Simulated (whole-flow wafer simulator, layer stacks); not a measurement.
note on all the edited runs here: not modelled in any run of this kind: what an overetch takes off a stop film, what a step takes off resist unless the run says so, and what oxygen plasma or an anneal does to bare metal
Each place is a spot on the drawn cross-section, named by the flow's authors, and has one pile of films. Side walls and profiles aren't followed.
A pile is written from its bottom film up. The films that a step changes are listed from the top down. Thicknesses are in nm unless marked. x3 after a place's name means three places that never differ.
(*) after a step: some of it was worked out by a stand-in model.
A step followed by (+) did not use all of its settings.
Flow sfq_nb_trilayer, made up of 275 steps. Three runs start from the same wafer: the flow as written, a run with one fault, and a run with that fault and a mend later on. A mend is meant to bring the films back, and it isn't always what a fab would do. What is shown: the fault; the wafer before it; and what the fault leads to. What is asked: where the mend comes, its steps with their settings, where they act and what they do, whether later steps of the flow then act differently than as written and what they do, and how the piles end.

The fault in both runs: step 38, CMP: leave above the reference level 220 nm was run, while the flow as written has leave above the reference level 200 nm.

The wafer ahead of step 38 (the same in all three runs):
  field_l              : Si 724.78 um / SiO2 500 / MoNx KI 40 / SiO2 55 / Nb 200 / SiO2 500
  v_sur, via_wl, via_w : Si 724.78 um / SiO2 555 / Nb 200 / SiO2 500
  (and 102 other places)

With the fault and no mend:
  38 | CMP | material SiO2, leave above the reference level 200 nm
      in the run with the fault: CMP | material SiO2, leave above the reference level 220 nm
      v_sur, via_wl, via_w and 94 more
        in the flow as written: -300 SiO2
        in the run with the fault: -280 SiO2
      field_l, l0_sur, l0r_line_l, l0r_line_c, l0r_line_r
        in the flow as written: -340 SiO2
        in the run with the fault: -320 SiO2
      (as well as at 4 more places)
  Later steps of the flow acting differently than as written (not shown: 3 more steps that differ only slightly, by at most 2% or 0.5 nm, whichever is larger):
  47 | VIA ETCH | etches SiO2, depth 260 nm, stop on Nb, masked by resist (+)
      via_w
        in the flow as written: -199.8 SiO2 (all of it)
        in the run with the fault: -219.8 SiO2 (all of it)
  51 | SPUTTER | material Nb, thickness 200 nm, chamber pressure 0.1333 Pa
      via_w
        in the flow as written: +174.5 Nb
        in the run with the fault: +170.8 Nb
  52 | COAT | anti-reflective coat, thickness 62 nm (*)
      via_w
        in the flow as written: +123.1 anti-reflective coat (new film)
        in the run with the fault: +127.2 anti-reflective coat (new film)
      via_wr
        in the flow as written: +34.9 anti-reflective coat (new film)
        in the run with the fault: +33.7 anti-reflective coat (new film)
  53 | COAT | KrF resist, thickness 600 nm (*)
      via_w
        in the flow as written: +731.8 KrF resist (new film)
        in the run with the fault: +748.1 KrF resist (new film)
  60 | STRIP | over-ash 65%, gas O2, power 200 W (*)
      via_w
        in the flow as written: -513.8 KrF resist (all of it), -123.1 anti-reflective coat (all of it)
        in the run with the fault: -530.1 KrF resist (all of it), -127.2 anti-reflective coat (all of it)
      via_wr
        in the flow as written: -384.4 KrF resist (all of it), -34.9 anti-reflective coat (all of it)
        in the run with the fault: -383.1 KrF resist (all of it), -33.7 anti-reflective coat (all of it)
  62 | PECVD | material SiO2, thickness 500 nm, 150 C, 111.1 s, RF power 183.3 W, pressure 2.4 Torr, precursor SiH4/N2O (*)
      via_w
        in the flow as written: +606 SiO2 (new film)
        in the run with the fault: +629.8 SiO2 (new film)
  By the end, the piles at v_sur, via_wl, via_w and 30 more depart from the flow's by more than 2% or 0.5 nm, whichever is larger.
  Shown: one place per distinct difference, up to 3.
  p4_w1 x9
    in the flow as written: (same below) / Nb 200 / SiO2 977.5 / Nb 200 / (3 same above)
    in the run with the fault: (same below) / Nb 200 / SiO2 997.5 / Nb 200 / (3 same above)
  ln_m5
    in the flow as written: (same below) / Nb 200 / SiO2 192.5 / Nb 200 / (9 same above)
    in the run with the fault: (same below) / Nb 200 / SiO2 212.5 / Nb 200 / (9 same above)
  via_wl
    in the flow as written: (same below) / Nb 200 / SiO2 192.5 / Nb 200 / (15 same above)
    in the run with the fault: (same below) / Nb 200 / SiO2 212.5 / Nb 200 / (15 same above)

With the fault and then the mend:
  The mend stands after step 45.
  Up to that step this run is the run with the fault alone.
  45a | STRIP | over-ash 65%, gas O2, power 200 W (*)
      field_l, v_sur, via_wl and 102 more
        -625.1 KrF resist (all of it), -62 anti-reflective coat (all of it)
      via_w
        -62 anti-reflective coat (all of it)
  45b | CMP | material SiO2, leave above the reference level 200 nm (the flow's step 38, run once more)
      field_l, v_sur, via_wl and 103 more
        -20 SiO2
  45c | COAT | anti-reflective coat, thickness 62 nm (the flow's step 40, run once more)
      field_l, v_sur, via_wl and 103 more
        +62 anti-reflective coat (new film)
  45d | COAT | KrF resist, thickness 650 nm (the flow's step 41, run once more)
      field_l, v_sur, via_wl and 103 more
        +650 KrF resist (new film)
  45e | SOFTBAKE | KrF resist (the flow's step 42, run once more)
      alters no film at any place that is followed
  45f | EXPOSE | photomask I0, dose 11.91 mJ/cm2, NA 0.6, wavelength 248 nm (*) (the flow's step 43, run once more)
      alters no film at any place that is followed
  45g | PEB | KrF resist, 90 s (the flow's step 44, run once more)
      field_l, v_sur, via_wl and 103 more
        -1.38 KrF resist
  45h | DEVELOP | KrF resist, thickness 650 nm, 60 s (the flow's step 45, run once more)
      field_l, v_sur, via_wl and 102 more
        -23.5 KrF resist
      via_w
        -648.6 KrF resist (all of it)
  Later steps of the flow that are run all act as written at every place that is followed.
  By the end, the piles equal the flow's at every place that both follow.
